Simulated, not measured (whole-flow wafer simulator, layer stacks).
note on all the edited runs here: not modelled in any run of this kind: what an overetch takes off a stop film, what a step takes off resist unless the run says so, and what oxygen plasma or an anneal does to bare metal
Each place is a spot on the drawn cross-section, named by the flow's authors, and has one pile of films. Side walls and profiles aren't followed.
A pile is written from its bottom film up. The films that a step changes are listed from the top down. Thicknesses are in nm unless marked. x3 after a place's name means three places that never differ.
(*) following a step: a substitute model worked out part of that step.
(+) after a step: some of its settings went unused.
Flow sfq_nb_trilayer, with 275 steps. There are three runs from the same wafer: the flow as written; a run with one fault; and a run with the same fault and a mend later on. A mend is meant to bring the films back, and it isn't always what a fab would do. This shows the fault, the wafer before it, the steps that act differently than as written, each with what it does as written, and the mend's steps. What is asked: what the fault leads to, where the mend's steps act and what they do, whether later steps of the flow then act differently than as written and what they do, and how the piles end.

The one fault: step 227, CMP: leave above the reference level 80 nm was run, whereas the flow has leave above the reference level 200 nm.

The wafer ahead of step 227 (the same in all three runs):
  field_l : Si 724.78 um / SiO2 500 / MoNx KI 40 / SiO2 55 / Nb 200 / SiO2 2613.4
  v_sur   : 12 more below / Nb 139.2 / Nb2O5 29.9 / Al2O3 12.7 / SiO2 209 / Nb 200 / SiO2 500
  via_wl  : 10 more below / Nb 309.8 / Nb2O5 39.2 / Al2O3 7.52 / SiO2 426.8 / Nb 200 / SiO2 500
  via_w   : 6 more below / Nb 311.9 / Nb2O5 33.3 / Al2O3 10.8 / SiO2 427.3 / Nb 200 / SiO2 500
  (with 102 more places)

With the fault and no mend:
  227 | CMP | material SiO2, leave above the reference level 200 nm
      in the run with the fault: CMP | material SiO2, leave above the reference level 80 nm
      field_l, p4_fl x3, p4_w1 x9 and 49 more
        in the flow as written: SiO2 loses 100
        in the run with the fault: SiO2 loses 220
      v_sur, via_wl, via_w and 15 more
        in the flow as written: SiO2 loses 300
        in the run with the fault: SiO2 loses 420
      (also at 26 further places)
  Steps later in the flow that act otherwise than as written (3 more steps, not shown, differ only slightly: by at most 2% or 0.5 nm, whichever is larger):
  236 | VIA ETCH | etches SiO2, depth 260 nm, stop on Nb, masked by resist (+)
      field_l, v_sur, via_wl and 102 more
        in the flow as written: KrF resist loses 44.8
        in the run with the fault: KrF resist loses 20.6
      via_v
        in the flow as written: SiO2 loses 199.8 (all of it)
        in the run with the fault: SiO2 loses 79.8 (all of it)
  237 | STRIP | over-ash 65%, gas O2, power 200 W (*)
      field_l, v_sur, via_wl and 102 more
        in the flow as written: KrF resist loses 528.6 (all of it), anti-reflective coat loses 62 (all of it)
        in the run with the fault: KrF resist loses 552.8 (all of it), anti-reflective coat loses 62 (all of it)
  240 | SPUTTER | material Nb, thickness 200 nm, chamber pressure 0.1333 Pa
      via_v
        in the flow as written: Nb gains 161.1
        in the run with the fault: Nb gains 190.5
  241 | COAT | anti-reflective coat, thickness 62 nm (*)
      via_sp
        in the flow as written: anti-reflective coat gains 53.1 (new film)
        in the run with the fault: anti-reflective coat gains 54.3 (new film)
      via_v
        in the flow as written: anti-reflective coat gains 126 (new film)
        in the run with the fault: anti-reflective coat gains 96.7 (new film)
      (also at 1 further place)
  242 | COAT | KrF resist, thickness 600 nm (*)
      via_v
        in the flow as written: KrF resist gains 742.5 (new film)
        in the run with the fault: KrF resist gains 641.9 (new film)
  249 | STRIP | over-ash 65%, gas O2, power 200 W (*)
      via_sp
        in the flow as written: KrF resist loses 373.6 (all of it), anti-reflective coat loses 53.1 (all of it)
        in the run with the fault: KrF resist loses 382.6 (all of it), anti-reflective coat loses 54.3 (all of it)
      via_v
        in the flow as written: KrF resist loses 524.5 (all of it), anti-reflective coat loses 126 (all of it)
        in the run with the fault: KrF resist loses 424.2 (all of it), anti-reflective coat loses 96.7 (all of it)
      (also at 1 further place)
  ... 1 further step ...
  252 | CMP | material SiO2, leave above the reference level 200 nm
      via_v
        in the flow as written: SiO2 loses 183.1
        in the run with the fault: SiO2 loses 211.5
  At field_l, v_sur, via_wl and 103 more, the piles at the end differ from the flow's by more than 2% or 0.5 nm, whichever is larger.
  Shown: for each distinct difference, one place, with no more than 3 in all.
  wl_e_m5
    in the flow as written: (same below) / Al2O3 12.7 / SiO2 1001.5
    in the run with the fault: (same below) / Al2O3 12.7 / SiO2 881.5
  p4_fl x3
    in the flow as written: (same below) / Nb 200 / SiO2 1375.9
    in the run with the fault: (same below) / Nb 200 / SiO2 1255.9
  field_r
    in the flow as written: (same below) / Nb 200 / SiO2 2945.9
    in the run with the fault: (same below) / Nb 200 / SiO2 2825.9

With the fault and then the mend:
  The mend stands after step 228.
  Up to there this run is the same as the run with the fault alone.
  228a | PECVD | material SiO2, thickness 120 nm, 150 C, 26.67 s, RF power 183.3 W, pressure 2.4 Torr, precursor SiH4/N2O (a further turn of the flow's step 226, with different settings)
      field_l, v_sur, via_wl and 103 more
        SiO2 gains 120
  None of the later steps of the flow acts differently than as written at any place that is followed.
  At every place that both follow, the piles at the end match the flow's.
